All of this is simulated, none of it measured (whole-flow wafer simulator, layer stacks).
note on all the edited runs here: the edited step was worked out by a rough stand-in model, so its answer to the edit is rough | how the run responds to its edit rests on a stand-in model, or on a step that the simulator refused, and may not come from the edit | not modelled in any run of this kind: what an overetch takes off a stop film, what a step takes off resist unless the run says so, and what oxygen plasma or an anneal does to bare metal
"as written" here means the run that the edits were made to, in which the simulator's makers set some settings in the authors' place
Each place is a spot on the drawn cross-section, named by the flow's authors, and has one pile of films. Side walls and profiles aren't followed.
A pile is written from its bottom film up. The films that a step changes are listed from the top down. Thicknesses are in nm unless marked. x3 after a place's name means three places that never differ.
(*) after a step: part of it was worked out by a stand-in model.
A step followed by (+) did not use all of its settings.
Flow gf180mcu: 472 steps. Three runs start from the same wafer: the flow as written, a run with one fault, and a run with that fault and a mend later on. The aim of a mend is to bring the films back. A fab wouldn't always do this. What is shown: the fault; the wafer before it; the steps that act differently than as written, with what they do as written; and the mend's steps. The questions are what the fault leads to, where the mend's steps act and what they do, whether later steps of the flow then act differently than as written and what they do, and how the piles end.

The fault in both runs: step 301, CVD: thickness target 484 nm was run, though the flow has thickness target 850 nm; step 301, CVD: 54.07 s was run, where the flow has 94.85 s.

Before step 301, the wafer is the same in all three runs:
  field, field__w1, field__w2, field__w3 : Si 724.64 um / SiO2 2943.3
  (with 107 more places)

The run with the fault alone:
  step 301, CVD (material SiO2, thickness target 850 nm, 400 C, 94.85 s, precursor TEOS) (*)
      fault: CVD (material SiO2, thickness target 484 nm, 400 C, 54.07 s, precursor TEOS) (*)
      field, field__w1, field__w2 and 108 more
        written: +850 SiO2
        fault: +492.4 SiO2
  Steps later in the flow that act otherwise than as written (5 more steps, not shown, differ only slightly: by at most 2% or 0.5 nm, whichever is larger):
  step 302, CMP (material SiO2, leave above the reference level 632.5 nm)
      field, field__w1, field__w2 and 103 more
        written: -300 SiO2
        fault: nothing
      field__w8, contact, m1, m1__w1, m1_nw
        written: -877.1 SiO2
        fault: -519.4 SiO2
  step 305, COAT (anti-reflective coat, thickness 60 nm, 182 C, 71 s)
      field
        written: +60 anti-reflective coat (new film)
        fault: +82.9 anti-reflective coat (new film)
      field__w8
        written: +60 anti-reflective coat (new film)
        fault: +28.9 anti-reflective coat (new film)
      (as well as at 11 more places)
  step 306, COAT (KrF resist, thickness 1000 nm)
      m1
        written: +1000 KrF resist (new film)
        fault: +978.4 KrF resist (new film)
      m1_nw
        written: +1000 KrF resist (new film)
        fault: +976.2 KrF resist (new film)
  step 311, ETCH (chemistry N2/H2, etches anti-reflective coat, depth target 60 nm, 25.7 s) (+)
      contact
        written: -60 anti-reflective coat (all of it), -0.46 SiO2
        fault: -31 anti-reflective coat (all of it), -1.21 SiO2
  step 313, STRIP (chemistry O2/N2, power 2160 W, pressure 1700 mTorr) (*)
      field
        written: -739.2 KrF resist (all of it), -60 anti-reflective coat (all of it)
        fault: -728.2 KrF resist (all of it), -82.9 anti-reflective coat (all of it)
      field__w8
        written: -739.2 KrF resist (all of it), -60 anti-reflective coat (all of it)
        fault: -733.1 KrF resist (all of it), -28.9 anti-reflective coat (all of it)
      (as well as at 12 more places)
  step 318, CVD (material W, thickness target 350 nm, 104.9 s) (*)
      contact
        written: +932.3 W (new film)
        fault: +874.1 W (new film)
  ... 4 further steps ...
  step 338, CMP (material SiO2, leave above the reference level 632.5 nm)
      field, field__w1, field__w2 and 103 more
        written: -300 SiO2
        fault: -287.7 SiO2
  By the end, the piles at field, field__w1, field__w2 and 109 more depart from the flow's by more than 2% or 0.5 nm, whichever is larger.
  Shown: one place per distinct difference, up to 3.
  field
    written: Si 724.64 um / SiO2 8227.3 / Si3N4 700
    fault: Si 724.64 um / SiO2 3435.6 / Ti 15 / TiN 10 / W 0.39 / SiO2 4750.1 / Si3N4 700
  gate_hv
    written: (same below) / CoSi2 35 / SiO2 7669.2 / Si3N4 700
    fault: (same below) / CoSi2 35 / SiO2 2877.5 / Ti 15 / TiN 10 / W 0.39 / SiO2 4750.1 / Si3N4 700
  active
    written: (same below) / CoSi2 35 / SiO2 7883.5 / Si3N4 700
    fault: (same below) / CoSi2 35 / SiO2 3091.8 / Ti 15 / TiN 10 / W 0.39 / SiO2 4750.1 / Si3N4 700

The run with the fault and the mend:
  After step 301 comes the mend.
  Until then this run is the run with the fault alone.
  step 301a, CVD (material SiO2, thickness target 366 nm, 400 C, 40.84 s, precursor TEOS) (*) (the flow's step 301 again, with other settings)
      field, field__w1, field__w2 and 108 more
        +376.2 SiO2
  Steps later in the flow that act otherwise than as written:
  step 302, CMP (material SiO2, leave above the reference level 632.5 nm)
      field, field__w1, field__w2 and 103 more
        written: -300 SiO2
        mend: -318.5 SiO2
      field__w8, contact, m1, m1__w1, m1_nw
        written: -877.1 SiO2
        mend: -895.6 SiO2
  By the end, the piles equal the flow's at every place that both follow.
